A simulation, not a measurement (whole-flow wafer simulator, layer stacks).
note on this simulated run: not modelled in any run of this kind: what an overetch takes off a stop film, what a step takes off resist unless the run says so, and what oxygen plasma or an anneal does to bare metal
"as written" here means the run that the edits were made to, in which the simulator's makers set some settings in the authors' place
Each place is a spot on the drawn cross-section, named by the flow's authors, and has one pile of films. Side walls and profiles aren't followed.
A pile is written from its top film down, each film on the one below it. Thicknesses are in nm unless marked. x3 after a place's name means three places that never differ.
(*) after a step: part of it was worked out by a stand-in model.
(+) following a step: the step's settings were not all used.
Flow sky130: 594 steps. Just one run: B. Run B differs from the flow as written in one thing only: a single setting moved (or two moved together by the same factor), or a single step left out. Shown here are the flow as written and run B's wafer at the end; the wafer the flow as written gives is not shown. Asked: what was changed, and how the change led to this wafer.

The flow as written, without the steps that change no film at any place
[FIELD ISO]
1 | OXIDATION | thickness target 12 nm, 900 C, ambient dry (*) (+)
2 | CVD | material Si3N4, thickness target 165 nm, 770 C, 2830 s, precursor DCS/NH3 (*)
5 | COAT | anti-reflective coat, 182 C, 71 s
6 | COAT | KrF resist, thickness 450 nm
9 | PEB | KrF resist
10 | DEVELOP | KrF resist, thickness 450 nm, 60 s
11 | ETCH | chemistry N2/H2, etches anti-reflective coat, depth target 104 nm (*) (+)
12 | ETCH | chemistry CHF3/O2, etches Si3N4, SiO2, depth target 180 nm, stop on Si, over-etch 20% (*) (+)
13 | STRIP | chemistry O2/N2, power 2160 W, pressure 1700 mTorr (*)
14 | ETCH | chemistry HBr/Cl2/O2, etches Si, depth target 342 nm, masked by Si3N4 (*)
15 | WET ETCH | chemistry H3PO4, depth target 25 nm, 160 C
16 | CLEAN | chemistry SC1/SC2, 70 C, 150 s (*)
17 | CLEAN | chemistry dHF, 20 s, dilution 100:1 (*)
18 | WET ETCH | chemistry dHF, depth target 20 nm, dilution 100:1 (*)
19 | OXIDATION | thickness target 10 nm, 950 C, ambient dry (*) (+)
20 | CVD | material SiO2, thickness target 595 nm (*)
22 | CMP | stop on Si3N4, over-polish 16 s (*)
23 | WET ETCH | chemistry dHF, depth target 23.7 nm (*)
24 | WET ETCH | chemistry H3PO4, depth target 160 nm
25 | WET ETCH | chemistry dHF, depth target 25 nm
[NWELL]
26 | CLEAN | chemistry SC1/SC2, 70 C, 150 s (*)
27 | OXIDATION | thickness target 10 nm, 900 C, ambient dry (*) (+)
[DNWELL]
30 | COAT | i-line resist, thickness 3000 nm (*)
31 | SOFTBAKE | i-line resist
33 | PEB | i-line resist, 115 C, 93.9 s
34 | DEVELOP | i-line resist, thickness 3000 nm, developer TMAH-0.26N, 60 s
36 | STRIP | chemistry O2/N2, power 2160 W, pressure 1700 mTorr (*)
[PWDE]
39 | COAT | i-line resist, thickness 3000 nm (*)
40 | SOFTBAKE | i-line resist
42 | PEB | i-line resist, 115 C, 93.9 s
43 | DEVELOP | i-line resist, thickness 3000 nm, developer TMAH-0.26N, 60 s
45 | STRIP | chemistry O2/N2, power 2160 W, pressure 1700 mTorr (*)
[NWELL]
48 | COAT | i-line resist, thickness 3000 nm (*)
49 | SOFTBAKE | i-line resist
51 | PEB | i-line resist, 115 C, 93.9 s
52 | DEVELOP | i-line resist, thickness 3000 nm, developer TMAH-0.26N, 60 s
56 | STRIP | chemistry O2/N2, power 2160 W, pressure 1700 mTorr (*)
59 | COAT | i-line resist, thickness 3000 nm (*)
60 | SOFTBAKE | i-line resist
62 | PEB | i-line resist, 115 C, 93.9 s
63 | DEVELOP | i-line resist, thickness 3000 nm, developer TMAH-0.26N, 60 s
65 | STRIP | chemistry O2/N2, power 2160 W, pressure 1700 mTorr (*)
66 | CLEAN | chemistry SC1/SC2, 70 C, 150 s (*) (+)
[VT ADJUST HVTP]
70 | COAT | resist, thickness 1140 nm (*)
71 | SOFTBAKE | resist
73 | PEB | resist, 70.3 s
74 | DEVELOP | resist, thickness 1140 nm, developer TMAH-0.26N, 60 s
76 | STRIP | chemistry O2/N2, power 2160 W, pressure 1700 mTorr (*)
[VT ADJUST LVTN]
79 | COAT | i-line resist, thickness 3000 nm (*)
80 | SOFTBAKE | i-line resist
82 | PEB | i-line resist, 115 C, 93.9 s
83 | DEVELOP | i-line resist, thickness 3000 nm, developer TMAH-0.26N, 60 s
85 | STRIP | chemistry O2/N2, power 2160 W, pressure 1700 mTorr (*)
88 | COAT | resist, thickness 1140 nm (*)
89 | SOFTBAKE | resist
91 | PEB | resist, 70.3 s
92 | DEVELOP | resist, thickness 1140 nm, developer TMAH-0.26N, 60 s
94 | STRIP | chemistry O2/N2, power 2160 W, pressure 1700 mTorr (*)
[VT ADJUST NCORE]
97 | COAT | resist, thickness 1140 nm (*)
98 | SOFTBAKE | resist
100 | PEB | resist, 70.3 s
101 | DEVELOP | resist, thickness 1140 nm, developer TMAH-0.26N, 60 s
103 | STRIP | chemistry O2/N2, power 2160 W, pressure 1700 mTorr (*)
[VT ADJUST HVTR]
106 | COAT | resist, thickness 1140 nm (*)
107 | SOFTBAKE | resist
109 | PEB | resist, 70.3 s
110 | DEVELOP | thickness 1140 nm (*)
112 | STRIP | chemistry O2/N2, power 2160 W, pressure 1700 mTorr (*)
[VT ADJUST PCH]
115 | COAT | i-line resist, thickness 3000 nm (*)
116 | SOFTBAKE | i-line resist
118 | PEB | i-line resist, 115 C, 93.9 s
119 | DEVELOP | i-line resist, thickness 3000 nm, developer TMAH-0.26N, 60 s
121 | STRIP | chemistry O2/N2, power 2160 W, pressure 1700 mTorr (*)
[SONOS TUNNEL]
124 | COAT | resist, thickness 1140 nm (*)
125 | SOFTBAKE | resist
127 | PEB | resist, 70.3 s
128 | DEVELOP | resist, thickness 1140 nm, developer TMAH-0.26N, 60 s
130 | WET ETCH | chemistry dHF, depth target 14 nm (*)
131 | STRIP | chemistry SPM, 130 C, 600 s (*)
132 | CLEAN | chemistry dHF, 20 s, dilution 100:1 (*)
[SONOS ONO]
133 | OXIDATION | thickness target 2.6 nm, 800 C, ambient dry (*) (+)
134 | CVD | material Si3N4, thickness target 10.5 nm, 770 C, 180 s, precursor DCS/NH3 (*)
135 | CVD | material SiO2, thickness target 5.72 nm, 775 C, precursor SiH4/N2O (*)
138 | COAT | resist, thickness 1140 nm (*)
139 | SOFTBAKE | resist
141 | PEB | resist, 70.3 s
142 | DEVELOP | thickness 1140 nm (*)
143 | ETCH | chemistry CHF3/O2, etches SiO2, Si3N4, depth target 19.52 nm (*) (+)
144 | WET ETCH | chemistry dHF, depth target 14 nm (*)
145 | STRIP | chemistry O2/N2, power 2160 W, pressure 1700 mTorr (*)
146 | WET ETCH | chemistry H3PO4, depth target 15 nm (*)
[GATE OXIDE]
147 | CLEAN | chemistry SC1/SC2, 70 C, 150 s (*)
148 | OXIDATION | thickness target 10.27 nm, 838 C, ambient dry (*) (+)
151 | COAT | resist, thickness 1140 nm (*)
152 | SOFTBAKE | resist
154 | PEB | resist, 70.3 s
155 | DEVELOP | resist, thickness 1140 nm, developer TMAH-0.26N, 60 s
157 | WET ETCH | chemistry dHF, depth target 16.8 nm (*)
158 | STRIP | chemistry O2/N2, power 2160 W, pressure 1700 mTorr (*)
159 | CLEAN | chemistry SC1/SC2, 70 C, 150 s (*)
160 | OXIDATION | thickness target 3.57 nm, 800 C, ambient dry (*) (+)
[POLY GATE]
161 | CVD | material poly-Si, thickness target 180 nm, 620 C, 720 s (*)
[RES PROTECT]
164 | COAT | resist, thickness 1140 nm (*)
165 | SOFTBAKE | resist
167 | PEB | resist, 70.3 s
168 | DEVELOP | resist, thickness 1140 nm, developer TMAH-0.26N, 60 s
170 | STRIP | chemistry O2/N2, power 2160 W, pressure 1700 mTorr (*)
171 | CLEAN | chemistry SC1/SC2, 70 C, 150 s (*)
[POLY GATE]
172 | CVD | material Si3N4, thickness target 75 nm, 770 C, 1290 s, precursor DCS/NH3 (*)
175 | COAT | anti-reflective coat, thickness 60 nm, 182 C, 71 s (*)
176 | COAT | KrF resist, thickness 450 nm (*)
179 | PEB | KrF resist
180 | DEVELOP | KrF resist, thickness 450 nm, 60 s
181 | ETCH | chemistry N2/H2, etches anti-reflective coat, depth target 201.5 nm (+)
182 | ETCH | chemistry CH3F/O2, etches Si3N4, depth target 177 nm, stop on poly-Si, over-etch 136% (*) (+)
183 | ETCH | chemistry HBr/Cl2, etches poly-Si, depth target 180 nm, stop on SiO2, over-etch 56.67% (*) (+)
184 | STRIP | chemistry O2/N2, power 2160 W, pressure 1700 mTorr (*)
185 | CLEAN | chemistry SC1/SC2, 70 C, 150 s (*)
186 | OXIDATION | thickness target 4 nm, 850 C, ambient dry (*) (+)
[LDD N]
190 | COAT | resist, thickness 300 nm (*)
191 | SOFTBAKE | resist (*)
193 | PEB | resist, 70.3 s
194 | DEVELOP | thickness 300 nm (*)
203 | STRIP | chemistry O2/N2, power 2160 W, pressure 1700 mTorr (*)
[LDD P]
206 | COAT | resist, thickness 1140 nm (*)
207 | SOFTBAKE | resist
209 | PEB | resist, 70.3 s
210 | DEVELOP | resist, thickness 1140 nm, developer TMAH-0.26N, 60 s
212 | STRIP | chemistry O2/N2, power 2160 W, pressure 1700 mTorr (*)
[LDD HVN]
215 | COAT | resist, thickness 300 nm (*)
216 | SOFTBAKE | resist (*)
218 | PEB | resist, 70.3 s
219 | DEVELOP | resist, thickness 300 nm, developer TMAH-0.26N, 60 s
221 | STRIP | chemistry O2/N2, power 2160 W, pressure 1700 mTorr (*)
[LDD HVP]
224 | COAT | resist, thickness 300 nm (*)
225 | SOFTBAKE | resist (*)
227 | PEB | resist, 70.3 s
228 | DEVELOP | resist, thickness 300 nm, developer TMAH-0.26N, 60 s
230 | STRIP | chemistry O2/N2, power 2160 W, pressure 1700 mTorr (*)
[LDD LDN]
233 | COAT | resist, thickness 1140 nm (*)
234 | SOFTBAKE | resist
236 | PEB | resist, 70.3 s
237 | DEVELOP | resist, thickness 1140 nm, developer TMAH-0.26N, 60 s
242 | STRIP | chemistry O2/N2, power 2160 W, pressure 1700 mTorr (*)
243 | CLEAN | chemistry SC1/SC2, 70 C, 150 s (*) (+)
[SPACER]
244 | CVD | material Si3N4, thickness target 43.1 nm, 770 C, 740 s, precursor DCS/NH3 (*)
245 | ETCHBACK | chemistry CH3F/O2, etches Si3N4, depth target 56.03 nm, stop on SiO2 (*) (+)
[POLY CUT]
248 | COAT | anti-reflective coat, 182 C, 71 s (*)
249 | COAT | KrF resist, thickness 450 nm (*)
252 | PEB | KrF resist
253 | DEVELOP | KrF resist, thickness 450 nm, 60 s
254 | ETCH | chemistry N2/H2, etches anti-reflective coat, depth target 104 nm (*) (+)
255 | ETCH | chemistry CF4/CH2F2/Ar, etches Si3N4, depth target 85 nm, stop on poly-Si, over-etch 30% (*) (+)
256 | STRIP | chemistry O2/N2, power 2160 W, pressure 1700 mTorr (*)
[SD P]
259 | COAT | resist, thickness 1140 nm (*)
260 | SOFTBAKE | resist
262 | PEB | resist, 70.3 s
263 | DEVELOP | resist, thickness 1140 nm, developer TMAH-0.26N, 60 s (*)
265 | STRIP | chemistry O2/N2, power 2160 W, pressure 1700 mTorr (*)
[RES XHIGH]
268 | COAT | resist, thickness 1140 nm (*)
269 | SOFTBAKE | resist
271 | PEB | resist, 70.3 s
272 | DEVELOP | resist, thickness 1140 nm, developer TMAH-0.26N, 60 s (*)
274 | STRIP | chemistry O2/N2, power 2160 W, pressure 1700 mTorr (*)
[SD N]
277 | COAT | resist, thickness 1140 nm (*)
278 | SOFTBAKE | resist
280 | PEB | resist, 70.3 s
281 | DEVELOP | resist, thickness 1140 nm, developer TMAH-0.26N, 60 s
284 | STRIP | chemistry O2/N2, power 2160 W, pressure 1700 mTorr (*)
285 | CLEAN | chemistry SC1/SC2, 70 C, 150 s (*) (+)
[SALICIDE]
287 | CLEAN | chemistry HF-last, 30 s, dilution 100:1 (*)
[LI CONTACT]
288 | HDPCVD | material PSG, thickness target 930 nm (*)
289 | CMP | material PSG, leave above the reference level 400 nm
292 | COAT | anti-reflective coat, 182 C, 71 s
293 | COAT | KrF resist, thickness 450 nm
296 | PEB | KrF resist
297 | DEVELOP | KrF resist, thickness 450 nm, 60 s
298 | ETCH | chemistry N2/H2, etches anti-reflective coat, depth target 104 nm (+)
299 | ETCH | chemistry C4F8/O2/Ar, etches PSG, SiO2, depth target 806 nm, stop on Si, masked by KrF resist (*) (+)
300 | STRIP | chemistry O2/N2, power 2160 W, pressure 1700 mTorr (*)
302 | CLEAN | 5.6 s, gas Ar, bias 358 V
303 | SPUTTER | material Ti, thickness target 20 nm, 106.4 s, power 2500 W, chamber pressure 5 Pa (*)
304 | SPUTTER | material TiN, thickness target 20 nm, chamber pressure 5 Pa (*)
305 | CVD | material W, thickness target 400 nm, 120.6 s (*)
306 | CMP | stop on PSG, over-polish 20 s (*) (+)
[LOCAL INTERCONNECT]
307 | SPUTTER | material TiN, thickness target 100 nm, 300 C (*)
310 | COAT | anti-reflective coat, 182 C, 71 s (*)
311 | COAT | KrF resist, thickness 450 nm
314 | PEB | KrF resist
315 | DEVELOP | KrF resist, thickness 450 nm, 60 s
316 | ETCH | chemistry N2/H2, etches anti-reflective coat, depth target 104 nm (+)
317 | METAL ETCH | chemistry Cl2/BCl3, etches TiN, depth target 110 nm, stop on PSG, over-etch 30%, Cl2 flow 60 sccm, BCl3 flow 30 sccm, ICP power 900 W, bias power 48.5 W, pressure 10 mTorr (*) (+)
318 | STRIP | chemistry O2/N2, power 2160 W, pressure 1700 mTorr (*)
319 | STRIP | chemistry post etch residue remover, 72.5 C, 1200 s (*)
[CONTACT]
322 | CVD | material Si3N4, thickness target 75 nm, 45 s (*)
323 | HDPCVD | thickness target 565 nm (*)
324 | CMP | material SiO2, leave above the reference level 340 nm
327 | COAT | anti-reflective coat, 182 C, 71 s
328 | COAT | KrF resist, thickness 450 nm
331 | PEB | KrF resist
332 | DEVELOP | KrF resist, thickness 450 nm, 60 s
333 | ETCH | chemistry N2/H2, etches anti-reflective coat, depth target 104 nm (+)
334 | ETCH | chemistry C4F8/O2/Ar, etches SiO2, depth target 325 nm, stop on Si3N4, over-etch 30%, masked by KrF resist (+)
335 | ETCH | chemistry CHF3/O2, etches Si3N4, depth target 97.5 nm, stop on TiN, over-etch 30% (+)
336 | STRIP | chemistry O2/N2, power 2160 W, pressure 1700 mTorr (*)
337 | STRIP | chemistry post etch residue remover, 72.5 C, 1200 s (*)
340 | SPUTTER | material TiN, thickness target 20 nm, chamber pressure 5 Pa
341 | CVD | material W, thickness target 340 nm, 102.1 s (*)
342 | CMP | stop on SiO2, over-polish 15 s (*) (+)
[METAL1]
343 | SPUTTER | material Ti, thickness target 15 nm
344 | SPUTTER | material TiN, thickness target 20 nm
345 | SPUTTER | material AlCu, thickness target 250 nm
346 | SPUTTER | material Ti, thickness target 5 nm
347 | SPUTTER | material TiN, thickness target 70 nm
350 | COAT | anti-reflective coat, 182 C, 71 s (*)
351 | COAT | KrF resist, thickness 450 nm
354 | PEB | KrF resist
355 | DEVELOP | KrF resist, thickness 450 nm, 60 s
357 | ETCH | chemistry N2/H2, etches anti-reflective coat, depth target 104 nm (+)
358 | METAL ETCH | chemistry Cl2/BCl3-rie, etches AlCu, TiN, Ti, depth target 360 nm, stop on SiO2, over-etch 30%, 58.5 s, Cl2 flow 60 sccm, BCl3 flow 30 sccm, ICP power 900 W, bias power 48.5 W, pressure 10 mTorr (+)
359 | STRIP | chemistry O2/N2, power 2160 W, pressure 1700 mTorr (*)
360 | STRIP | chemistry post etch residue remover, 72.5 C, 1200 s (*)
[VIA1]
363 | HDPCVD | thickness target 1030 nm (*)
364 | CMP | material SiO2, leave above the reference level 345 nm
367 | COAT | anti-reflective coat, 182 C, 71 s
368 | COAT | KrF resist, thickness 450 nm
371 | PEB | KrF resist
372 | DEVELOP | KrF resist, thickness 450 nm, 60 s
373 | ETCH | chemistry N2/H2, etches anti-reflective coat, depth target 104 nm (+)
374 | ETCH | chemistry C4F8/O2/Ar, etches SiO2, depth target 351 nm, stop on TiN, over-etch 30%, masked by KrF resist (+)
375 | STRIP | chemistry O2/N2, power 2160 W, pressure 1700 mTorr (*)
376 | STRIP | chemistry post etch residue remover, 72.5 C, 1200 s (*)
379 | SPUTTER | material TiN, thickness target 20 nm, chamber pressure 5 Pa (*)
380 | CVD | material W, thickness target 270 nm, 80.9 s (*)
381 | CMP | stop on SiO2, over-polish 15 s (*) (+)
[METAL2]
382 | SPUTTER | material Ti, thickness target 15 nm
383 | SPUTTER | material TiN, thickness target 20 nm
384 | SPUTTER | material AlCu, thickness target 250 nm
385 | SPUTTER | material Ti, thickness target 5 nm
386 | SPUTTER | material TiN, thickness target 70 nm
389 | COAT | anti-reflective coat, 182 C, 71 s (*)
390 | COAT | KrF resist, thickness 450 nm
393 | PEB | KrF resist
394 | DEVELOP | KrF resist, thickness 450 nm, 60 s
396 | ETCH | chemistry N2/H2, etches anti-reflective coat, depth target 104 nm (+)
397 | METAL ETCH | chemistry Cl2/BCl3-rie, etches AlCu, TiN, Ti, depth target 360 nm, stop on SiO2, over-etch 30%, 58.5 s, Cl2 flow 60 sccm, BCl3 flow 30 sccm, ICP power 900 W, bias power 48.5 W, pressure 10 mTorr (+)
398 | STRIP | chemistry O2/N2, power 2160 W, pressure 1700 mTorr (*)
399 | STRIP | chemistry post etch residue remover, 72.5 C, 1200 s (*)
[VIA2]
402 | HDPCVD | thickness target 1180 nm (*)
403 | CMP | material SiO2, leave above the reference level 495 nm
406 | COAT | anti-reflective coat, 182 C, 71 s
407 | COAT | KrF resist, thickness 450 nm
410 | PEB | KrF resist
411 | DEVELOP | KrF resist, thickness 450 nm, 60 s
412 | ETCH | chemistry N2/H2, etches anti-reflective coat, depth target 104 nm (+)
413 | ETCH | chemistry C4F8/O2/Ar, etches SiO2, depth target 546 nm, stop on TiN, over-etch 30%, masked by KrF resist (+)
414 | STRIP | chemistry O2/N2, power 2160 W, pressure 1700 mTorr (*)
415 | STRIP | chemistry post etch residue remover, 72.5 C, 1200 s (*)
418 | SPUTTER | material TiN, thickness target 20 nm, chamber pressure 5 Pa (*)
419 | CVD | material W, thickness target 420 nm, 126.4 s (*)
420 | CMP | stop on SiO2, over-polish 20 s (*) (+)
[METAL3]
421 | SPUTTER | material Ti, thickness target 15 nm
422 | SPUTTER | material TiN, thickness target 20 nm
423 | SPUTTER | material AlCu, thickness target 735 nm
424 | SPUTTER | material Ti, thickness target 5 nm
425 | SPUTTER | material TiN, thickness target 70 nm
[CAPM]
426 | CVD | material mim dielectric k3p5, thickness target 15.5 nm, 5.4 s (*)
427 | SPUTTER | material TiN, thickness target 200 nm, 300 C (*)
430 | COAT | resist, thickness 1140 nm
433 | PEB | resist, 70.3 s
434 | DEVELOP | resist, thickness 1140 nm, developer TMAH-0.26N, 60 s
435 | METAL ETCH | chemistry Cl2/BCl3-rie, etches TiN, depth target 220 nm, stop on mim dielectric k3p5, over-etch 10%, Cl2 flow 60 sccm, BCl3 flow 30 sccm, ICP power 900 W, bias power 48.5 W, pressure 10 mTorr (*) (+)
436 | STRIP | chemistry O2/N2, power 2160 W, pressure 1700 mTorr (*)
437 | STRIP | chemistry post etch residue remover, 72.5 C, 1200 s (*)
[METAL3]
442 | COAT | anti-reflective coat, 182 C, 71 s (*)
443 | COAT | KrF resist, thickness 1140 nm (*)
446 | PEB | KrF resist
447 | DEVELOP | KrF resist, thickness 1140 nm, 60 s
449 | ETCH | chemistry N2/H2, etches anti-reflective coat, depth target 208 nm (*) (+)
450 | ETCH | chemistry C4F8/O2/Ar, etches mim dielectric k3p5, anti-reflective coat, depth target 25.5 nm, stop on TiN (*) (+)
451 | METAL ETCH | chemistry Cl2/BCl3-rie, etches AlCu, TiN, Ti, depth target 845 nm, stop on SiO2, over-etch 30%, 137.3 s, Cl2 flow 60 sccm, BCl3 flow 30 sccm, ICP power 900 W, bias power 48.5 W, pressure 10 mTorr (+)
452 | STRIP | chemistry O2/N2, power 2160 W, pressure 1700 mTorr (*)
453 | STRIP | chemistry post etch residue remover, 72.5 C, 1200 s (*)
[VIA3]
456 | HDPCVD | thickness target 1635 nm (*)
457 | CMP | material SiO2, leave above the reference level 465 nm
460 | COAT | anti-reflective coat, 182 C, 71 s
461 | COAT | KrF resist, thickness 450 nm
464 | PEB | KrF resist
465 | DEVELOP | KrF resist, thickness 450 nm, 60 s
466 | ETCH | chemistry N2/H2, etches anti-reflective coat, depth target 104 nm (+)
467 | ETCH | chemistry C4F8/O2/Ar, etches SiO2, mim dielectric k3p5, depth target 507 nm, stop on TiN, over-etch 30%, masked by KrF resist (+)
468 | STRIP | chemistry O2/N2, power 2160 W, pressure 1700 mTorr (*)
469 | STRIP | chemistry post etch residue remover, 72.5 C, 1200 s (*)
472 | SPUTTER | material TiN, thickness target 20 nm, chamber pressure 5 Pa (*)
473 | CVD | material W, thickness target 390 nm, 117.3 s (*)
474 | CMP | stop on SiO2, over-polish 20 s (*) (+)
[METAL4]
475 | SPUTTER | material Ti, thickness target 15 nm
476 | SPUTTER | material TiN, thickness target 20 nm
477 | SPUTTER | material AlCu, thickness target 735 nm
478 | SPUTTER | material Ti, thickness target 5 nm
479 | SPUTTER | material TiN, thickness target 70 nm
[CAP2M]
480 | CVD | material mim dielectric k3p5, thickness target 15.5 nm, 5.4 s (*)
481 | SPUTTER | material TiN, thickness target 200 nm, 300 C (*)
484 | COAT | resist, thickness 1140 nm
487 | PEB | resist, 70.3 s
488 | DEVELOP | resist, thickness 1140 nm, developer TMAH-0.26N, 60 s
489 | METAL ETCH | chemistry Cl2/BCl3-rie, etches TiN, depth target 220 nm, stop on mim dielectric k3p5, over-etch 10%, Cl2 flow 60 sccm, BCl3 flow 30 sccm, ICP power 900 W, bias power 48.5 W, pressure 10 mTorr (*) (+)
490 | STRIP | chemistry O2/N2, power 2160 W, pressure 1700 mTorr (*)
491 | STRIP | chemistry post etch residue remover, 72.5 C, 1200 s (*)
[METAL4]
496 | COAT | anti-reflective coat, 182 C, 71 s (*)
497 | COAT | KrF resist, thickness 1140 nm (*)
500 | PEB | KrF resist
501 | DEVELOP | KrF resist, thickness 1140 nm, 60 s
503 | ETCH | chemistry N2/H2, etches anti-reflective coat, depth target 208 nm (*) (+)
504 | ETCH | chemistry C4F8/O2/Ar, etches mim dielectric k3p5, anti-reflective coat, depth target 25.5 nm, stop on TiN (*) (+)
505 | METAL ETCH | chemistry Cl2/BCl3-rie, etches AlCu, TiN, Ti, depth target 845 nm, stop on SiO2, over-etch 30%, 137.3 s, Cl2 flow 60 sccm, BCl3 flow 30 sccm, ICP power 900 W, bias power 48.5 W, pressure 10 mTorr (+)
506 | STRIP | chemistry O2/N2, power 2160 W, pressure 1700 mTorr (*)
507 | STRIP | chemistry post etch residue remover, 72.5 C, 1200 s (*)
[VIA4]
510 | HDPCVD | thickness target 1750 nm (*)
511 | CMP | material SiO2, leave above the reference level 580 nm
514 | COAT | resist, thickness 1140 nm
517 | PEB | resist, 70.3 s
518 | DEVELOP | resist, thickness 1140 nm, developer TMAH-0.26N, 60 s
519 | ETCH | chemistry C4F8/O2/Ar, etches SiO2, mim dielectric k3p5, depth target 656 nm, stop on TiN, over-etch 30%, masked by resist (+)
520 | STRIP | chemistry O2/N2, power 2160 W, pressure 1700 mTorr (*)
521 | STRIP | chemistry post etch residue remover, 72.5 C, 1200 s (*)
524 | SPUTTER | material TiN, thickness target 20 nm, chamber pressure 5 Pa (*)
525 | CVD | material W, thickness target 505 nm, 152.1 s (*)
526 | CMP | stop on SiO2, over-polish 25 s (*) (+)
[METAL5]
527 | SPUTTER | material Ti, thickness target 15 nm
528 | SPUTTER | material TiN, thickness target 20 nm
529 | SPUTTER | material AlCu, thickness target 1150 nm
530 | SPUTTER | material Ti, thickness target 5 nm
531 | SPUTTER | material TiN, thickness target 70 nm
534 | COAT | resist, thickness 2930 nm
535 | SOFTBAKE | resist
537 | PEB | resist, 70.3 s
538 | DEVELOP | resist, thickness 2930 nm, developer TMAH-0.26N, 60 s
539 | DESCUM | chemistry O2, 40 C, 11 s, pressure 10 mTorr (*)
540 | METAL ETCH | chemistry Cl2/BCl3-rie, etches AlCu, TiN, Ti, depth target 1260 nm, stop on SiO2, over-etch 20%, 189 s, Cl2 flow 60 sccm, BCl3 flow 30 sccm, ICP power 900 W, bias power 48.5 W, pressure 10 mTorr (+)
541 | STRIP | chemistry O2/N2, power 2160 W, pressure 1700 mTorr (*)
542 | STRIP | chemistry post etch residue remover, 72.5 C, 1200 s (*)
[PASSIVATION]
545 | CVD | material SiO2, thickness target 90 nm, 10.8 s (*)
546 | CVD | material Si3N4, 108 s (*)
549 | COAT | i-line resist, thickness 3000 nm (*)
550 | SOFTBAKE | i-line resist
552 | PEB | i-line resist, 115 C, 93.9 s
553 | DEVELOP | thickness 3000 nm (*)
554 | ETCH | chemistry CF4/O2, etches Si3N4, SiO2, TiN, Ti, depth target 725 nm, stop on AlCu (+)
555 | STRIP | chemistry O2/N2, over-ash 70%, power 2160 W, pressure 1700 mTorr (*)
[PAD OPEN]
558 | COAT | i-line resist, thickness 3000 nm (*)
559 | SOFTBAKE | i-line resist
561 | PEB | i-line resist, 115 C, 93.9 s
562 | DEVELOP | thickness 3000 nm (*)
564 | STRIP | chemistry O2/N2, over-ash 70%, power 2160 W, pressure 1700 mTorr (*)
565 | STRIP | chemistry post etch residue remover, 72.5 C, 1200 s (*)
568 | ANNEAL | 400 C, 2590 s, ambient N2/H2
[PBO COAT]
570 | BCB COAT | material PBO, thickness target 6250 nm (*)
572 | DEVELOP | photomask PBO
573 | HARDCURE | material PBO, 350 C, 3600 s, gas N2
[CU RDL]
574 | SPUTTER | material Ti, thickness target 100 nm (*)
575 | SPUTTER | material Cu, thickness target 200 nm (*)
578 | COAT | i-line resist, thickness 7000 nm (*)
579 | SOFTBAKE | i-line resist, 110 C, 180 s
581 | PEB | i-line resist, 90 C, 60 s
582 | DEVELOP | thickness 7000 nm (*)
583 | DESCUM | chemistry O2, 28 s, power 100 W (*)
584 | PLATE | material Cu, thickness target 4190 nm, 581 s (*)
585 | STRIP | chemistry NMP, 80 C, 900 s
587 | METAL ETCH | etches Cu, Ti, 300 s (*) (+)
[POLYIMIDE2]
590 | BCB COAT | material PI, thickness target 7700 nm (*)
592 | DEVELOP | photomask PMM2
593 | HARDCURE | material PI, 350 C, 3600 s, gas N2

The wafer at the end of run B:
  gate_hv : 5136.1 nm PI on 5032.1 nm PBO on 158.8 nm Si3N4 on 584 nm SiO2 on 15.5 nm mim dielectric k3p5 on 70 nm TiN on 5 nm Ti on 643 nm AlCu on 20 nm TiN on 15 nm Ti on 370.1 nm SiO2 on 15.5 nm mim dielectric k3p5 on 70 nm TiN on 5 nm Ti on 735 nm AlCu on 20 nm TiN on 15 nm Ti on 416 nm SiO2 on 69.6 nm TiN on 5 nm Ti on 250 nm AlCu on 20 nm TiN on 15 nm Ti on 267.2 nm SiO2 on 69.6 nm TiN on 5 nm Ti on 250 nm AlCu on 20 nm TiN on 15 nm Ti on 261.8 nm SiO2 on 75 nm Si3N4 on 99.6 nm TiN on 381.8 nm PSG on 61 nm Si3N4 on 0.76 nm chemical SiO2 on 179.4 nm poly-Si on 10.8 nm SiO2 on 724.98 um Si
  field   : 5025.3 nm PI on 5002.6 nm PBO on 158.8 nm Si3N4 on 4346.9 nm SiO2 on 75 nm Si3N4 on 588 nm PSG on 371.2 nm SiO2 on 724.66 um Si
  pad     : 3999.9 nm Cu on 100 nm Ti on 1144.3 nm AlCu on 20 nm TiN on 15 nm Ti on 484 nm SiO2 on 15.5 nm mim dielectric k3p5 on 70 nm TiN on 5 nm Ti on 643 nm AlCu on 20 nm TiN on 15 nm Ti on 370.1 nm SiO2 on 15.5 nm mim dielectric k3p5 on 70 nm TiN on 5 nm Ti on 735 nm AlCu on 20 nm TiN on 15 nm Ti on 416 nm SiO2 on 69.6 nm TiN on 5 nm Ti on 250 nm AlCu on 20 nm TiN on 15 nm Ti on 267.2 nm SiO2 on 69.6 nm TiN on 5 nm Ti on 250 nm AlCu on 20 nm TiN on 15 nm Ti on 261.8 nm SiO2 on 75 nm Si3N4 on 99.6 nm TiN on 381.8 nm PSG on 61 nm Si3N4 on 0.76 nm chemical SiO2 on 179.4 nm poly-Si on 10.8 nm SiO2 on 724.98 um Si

What caused this: step 477, SPUTTER: thickness target 643 nm was run, whereas the flow has thickness target 735 nm.
The wafer lets one read it off: gate_hv has AlCu 643, and step 477 as written asks for 735 nm.

The path from the change to this, step by step:
  477 | SPUTTER | material AlCu, thickness target 735 nm
      field, active, n_well and 189 more: +643 AlCu (new film) (it would be, as written: +735 AlCu (new film))
  505 | METAL ETCH | chemistry Cl2/BCl3-rie, etches AlCu, TiN, Ti, depth target 845 nm, stop on SiO2, over-etch 30%, 137.3 s, Cl2 flow 60 sccm, BCl3 flow 30 sccm, ICP power 900 W, bias power 48.5 W, pressure 10 mTorr (+)
      field, gate, spacer and 68 more: -70 TiN (all of it), -5 Ti (all of it), -643 AlCu (all of it), -20 TiN (all of it), -15 Ti (all of it), -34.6 SiO2 (it would be, as written: -70 TiN (all of it), -5 Ti (all of it), -735 AlCu (all of it), -20 TiN (all of it), -15 Ti (all of it), -25.4 SiO2)
      active, vpp_iso1, mim_edge_plate and 13 more: -70 TiN (all of it), -5 Ti (all of it), -643 AlCu (all of it), -20 TiN (all of it), -15 Ti (all of it), -34.6 SiO2 (it would be, as written: -70 TiN (all of it), -5 Ti (all of it), -735 AlCu (all of it), -20 TiN (all of it), -15 Ti (all of it), -25.3 SiO2)
      (as well as at 1 more place)
  511 | CMP | material SiO2, leave above the reference level 580 nm
      field, gate, spacer and 61 more: -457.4 SiO2 (it would be, as written: -374.7 SiO2)
      active, vpp_ln, vpp_iso2 and 13 more: -457.5 SiO2 (it would be, as written: -374.7 SiO2)
      (as well as at 8 more places)
